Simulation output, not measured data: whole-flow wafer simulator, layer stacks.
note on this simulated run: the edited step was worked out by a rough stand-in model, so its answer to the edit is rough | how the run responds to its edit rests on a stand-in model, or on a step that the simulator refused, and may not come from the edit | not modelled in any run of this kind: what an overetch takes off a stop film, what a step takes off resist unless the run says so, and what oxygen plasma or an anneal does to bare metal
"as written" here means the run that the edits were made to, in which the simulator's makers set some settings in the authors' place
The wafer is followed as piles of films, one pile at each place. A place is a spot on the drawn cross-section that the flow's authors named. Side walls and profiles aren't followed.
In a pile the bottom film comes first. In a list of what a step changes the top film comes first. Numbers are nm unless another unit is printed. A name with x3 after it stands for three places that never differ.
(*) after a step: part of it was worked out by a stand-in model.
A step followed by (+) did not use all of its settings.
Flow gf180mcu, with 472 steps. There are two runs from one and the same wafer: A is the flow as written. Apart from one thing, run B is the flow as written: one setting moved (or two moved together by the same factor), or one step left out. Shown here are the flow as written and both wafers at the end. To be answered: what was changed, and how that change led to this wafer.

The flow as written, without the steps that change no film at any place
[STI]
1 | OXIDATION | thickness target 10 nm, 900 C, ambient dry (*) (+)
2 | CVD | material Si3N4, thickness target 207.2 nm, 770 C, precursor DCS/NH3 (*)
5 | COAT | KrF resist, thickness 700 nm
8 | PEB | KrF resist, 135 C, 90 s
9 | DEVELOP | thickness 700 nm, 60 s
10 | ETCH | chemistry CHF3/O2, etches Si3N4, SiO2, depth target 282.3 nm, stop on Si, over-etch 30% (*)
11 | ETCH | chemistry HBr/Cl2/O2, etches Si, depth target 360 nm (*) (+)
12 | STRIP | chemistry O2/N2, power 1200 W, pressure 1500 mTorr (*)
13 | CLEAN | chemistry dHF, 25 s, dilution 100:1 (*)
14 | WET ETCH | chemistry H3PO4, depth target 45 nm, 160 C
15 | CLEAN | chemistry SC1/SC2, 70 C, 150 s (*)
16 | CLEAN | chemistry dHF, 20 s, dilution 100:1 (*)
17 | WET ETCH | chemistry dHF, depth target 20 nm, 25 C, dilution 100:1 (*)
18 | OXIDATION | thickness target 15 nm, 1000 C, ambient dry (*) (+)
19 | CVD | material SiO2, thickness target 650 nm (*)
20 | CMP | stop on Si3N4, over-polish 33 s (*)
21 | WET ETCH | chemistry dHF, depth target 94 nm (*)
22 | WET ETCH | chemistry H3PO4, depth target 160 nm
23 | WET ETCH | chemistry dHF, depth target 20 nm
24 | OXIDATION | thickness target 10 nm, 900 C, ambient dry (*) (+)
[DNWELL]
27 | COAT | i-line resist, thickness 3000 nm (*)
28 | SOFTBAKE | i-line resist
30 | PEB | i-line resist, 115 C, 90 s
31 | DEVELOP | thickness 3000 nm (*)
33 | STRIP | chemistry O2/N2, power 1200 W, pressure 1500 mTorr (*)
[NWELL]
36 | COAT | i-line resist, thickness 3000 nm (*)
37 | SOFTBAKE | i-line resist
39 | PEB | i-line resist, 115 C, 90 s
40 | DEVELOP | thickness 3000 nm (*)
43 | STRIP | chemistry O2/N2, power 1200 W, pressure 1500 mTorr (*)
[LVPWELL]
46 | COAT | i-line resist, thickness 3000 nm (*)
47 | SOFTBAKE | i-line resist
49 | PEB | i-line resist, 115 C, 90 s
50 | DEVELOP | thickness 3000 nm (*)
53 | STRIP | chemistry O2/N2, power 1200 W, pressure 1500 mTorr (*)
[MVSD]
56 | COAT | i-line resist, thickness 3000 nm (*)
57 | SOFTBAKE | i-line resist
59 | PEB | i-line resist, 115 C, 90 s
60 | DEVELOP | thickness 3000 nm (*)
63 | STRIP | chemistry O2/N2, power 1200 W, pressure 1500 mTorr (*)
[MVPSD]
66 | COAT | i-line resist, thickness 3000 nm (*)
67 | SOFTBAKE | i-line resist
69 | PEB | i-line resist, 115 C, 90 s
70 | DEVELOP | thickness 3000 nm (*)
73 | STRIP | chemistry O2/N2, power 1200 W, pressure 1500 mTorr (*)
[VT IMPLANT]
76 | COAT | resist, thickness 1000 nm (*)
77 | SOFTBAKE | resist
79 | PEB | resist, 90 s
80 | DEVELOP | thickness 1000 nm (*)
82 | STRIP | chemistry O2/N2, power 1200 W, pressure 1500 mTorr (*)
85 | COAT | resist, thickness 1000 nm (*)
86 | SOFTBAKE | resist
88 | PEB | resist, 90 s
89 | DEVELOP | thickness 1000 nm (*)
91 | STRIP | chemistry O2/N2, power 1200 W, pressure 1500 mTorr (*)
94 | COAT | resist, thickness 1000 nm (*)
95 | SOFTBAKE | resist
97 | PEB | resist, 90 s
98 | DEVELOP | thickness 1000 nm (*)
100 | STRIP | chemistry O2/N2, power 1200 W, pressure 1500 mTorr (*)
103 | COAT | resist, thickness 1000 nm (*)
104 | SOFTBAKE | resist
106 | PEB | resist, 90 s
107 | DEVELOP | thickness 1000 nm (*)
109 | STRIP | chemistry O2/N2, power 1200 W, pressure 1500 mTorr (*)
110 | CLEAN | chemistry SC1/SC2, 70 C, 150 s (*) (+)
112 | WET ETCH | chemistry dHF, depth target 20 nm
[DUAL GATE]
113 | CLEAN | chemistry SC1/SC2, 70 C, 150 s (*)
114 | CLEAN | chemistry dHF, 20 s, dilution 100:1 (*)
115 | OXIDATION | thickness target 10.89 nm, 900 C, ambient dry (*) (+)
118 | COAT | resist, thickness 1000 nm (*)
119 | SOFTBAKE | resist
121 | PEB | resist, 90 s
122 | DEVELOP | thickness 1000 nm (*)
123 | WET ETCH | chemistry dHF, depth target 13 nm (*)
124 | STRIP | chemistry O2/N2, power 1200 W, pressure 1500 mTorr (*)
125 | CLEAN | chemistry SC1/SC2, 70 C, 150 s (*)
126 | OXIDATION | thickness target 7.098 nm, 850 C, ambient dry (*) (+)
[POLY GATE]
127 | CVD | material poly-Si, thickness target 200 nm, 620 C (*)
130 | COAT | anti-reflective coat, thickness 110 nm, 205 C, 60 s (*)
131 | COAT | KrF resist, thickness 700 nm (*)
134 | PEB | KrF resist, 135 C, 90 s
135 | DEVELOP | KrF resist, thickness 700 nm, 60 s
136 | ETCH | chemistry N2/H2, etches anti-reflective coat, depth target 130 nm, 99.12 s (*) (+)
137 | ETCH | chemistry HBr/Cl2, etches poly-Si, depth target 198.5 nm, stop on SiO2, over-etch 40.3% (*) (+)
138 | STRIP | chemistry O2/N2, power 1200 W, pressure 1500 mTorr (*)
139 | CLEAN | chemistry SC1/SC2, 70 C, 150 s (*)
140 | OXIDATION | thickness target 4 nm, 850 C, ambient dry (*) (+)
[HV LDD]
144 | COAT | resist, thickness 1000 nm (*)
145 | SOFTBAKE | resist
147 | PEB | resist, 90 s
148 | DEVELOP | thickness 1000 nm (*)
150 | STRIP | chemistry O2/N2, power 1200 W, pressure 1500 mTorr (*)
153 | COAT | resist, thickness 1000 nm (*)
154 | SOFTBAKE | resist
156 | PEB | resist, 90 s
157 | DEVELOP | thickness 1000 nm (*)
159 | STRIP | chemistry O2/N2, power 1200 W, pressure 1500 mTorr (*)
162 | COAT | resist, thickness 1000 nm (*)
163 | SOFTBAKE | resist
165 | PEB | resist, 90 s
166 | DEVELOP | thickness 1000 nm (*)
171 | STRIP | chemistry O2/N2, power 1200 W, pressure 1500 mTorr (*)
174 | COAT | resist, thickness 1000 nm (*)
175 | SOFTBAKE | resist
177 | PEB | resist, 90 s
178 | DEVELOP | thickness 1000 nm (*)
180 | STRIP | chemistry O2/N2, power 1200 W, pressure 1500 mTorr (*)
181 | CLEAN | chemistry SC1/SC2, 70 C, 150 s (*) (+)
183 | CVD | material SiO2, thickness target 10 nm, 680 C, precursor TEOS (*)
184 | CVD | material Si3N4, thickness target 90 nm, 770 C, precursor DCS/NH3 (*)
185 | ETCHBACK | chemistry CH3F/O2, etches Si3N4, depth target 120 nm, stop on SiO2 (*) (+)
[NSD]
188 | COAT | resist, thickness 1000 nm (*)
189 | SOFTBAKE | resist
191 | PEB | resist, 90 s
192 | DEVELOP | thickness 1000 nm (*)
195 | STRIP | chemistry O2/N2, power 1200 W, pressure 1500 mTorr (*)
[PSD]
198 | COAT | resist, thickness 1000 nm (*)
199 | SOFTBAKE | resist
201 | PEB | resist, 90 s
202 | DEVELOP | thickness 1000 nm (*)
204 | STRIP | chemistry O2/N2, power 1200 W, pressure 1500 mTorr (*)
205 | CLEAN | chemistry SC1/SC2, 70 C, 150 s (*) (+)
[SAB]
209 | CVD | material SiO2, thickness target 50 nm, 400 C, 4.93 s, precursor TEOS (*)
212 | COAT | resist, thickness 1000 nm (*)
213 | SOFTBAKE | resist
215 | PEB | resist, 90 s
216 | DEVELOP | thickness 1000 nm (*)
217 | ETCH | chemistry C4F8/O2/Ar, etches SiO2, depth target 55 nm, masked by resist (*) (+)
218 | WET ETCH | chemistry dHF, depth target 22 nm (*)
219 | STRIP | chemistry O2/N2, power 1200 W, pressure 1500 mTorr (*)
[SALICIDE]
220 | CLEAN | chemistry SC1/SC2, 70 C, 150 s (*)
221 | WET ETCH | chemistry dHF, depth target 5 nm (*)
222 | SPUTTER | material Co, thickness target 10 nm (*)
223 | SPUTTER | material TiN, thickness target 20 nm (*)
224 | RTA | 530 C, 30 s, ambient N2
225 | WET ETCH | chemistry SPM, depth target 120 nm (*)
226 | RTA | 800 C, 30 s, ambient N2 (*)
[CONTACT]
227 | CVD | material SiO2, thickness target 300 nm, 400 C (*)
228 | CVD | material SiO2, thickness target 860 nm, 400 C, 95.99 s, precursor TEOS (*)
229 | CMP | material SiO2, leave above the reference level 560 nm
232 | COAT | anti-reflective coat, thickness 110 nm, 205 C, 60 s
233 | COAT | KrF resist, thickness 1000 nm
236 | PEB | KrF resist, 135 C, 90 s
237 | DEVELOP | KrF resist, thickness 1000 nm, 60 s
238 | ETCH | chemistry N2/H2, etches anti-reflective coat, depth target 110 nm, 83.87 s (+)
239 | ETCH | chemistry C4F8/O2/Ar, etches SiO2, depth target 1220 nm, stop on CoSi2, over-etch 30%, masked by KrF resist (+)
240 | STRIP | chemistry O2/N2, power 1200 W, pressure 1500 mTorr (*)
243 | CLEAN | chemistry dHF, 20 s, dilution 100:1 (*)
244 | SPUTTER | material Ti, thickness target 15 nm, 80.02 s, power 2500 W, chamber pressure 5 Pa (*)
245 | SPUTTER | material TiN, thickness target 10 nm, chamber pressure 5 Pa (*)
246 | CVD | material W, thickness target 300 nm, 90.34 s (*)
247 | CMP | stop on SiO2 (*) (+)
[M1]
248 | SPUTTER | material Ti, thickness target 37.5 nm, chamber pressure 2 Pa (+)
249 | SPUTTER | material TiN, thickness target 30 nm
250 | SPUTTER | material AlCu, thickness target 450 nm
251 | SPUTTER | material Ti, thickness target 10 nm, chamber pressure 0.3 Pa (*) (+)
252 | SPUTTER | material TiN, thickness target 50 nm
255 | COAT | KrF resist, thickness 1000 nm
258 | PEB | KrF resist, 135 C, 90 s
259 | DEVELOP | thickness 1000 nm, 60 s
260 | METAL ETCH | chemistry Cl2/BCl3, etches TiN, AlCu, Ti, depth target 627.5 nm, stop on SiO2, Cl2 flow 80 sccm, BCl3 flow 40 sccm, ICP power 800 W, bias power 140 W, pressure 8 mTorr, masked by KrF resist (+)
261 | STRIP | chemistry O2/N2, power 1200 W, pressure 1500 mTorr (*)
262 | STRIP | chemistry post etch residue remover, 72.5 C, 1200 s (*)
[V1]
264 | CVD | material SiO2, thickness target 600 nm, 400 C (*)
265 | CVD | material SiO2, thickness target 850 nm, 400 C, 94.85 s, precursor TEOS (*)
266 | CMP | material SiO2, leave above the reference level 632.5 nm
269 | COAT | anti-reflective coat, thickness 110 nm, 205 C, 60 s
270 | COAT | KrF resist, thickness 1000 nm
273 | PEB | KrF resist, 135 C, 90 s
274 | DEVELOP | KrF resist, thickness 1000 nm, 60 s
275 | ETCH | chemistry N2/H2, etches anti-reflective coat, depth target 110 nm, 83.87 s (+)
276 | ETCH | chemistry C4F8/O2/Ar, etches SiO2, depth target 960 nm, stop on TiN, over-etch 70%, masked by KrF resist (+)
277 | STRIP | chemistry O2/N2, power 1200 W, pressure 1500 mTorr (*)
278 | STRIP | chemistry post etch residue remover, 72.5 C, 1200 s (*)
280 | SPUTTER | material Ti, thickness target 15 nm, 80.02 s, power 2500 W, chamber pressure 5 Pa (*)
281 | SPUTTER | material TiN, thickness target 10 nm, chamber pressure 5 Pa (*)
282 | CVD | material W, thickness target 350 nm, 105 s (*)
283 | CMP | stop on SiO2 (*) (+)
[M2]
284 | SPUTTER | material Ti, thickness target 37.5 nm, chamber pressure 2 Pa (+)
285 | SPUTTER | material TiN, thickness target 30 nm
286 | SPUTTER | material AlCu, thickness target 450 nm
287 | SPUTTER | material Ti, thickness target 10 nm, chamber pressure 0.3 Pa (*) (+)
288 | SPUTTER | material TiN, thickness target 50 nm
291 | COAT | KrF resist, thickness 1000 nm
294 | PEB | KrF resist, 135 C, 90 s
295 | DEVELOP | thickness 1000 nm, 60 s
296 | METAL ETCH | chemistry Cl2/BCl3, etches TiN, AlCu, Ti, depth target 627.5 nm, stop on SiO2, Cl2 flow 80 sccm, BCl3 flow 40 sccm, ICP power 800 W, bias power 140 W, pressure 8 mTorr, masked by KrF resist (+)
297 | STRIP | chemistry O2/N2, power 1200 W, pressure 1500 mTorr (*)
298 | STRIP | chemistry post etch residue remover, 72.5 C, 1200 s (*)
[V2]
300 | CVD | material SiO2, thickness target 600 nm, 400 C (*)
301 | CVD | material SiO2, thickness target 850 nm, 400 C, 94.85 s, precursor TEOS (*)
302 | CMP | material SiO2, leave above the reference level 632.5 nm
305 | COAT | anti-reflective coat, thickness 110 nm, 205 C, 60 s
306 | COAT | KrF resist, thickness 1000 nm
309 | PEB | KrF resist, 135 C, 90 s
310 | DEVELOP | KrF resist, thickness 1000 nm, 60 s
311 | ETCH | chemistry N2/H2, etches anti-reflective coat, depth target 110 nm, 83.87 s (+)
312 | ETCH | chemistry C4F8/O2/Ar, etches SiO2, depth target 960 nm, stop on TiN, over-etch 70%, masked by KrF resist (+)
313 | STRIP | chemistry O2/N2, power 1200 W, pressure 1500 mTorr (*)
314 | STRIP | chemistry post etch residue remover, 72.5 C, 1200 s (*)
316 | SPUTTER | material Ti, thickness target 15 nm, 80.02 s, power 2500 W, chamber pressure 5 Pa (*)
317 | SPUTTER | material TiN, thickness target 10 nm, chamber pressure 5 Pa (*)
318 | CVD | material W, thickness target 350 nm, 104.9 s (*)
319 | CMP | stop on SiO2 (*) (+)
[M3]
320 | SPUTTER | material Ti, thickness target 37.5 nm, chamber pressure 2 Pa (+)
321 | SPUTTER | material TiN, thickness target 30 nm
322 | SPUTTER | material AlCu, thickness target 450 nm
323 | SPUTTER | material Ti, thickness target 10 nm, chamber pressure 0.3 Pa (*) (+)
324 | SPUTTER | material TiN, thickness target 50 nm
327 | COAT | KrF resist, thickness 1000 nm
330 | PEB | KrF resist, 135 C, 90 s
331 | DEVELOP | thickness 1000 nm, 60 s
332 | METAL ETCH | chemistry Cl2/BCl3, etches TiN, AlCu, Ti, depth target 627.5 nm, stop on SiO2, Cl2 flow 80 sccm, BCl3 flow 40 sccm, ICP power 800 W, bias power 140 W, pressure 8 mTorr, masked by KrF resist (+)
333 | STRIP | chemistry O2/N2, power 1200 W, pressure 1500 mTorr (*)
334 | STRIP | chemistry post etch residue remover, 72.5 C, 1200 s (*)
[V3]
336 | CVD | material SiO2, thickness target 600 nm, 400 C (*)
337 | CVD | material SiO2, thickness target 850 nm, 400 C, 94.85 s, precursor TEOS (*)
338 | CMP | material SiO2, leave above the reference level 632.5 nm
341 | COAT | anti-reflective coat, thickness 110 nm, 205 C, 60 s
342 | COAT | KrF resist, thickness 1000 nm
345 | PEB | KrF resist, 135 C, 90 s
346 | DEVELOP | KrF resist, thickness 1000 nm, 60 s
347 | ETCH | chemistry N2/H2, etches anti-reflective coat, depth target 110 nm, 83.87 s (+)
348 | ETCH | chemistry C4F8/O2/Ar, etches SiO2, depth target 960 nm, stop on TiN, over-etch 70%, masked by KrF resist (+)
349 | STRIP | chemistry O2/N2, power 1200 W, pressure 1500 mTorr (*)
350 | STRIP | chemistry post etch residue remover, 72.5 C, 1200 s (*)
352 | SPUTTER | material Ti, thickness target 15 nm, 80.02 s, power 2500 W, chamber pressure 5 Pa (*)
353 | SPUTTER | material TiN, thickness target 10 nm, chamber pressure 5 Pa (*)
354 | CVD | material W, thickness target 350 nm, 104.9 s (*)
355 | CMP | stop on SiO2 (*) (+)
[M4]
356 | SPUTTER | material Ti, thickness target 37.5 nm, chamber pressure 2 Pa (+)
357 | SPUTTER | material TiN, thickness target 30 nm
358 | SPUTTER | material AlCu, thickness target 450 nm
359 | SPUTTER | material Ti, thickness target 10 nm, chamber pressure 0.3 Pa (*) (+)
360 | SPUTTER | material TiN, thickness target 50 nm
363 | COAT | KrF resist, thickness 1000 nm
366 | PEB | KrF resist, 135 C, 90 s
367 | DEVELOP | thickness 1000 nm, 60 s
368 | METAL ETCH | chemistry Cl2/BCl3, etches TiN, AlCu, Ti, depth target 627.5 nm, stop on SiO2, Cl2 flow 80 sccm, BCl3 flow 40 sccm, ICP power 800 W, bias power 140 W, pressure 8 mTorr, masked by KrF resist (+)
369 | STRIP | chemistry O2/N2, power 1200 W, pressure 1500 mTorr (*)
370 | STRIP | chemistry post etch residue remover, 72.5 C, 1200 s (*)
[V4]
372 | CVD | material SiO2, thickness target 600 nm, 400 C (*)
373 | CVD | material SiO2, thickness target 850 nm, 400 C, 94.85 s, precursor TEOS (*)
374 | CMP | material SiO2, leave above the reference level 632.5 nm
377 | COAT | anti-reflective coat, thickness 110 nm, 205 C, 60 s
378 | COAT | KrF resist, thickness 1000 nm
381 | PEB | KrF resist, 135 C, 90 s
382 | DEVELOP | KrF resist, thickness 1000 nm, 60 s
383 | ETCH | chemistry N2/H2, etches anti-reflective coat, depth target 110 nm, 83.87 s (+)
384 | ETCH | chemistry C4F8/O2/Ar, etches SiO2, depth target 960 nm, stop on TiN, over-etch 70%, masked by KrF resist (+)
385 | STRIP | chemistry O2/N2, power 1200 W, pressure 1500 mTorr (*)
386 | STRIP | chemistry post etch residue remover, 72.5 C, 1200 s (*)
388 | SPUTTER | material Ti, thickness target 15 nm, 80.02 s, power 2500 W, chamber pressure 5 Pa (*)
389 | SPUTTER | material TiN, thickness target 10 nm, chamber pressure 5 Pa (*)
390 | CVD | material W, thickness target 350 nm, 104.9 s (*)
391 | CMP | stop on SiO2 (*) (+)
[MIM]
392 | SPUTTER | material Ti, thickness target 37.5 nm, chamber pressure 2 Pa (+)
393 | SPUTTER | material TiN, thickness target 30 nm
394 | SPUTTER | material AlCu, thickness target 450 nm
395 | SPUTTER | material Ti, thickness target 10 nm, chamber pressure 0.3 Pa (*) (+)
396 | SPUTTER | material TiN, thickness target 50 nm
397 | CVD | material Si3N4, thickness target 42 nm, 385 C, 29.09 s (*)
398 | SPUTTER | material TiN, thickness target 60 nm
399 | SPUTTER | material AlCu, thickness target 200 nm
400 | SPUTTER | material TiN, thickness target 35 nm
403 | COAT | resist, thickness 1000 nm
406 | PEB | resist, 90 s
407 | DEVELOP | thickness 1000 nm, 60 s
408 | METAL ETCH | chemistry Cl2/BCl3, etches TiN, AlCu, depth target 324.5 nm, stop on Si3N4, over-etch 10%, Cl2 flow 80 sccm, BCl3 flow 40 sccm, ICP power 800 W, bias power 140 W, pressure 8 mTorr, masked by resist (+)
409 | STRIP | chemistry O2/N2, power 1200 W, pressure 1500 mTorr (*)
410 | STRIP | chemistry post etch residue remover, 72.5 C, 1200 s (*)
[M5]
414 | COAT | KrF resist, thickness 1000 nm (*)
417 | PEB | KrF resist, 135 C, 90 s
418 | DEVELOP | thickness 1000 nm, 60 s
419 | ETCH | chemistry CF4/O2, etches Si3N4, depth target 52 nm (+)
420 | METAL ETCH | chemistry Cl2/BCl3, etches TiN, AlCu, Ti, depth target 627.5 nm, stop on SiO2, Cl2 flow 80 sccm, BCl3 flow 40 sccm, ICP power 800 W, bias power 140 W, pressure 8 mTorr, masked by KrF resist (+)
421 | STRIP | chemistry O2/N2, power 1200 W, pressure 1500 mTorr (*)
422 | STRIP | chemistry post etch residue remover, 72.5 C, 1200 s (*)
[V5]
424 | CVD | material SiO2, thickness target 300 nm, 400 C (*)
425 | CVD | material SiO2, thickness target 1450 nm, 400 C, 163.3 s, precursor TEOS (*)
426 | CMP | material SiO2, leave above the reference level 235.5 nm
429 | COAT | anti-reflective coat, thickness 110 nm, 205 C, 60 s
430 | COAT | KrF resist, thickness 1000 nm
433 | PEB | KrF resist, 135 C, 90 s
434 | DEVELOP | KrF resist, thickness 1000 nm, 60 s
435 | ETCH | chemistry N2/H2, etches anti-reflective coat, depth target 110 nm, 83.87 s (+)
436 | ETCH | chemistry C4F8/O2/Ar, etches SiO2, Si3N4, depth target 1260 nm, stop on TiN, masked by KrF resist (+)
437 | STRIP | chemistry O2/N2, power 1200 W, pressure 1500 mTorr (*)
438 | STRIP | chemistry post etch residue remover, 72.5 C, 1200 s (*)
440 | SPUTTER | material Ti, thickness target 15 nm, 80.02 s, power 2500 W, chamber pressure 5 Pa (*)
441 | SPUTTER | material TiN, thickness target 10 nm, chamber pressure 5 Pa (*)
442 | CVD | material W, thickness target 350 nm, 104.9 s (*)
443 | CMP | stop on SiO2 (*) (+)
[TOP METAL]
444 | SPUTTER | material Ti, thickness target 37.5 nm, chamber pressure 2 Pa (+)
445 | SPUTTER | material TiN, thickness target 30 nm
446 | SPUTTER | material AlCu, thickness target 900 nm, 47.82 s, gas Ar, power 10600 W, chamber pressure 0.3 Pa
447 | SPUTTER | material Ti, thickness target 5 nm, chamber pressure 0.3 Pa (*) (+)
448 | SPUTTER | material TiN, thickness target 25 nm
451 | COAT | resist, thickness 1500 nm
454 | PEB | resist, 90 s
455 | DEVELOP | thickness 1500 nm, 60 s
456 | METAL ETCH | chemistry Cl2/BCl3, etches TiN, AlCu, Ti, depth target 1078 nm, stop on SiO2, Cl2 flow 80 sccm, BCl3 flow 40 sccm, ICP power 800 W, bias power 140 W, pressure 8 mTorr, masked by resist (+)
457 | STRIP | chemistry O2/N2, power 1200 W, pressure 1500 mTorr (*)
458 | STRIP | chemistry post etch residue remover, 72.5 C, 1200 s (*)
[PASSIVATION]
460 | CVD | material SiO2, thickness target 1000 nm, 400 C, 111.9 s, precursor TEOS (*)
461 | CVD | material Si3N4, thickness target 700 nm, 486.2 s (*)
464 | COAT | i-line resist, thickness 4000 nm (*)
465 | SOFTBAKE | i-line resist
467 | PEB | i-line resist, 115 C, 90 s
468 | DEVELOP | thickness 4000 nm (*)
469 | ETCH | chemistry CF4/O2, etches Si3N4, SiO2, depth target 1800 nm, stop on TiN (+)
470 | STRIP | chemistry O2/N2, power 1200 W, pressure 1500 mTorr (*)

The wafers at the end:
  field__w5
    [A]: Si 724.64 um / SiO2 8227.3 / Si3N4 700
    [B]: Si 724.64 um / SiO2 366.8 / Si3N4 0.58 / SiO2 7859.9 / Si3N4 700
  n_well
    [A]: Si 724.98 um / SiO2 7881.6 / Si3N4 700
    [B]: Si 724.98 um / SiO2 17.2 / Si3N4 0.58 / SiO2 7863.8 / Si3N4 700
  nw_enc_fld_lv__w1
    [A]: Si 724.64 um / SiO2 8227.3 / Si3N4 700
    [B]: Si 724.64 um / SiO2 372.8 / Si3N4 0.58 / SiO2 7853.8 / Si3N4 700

The reason: step 185, ETCHBACK: depth target 89.35 nm was run, though the flow has depth target 120 nm.

How this came from the change, step by step:
  185 | ETCHBACK | chemistry CH3F/O2, etches Si3N4, depth target 120 nm, stop on SiO2 (*) (+)
      field, field__w1, field__w2 and 100 more: A -90 Si3N4 (all of it), -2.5 SiO2 | B -89.3 Si3N4
  189 | SOFTBAKE | resist
      field__w9: A +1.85 resist | B -1.08 resist
      nw_enc_fld_lv: A +0.58 resist | B +1.62 resist
  199 | SOFTBAKE | resist
      field__w9: A +1.85 resist | B -1.08 resist
      nw_enc_fld_lv: A +0.58 resist | B +1.62 resist
  205 | CLEAN | chemistry SC1/SC2, 70 C, 150 s (*) (+)
      field, field__w1, field__w2 and 105 more: A -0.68 SiO2 | B -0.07 Si3N4
  209 | CVD | material SiO2, thickness target 50 nm, 400 C, 4.93 s, precursor TEOS (*)
      field, field__w7, field__w8 and 73 more: A +50 SiO2 | B +50 SiO2 (new film)
      field_sub__w1, field_sub__w3, field_sub__w4, field_sub__w5, ld_drift_n: A +48.9 SiO2 | B +48.8 SiO2 (new film)
      (and at 27 other places as well)
  217 | ETCH | chemistry C4F8/O2/Ar, etches SiO2, depth target 55 nm, masked by resist (*) (+)
      field, field__w7, field__w8 and 70 more: A -55 SiO2 | B -50 SiO2 (all of it), -0.58 Si3N4 (all of it), -1.51 SiO2
      field_sub__w1, field_sub__w4, field_sub__w5: A -55 SiO2 | B -48.8 SiO2 (all of it), -0.58 Si3N4 (all of it), -2.7 SiO2
      (and at 23 other places as well)
  218 | WET ETCH | chemistry dHF, depth target 22 nm (*)
      gate, gate_hv, gate_p and 23 more: A -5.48 SiO2 (all of it) | B -12.2 SiO2 (all of it)
      field, field__w10, sti and 14 more: A -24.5 SiO2 | B -25.5 SiO2
      (and at 55 other places as well)
  223 | SPUTTER | material TiN, thickness target 20 nm (*)
      field__w12: A +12 TiN (new film) | B +13 TiN (new film)
      ld_drift_p: A +10.9 TiN (new film) | B +11.5 TiN (new film)
  225 | WET ETCH | chemistry SPM, depth target 120 nm (*)
      field__w12: A -12 TiN (all of it), -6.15 Co (all of it) | B -13 TiN (all of it), -6.62 Co (all of it)
      ld_drift_p: A -10.9 TiN (all of it), -5.76 Co (all of it) | B -11.5 TiN (all of it), -6.07 Co (all of it)
  226 | RTA | 800 C, 30 s, ambient N2 (*)
      ld_sd_p: A +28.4 CoSi2 (new film), -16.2 CoSi (all of it), -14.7 Si | B +29 CoSi2 (new film), -16.5 CoSi (all of it), -15 Si
  229 | CMP | material SiO2, leave above the reference level 560 nm
      field_sub, field_sub__w2: A -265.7 SiO2 | B -271.9 SiO2
      field__w1: A -283.8 SiO2 | B -289.9 SiO2
      (and at 14 other places as well)
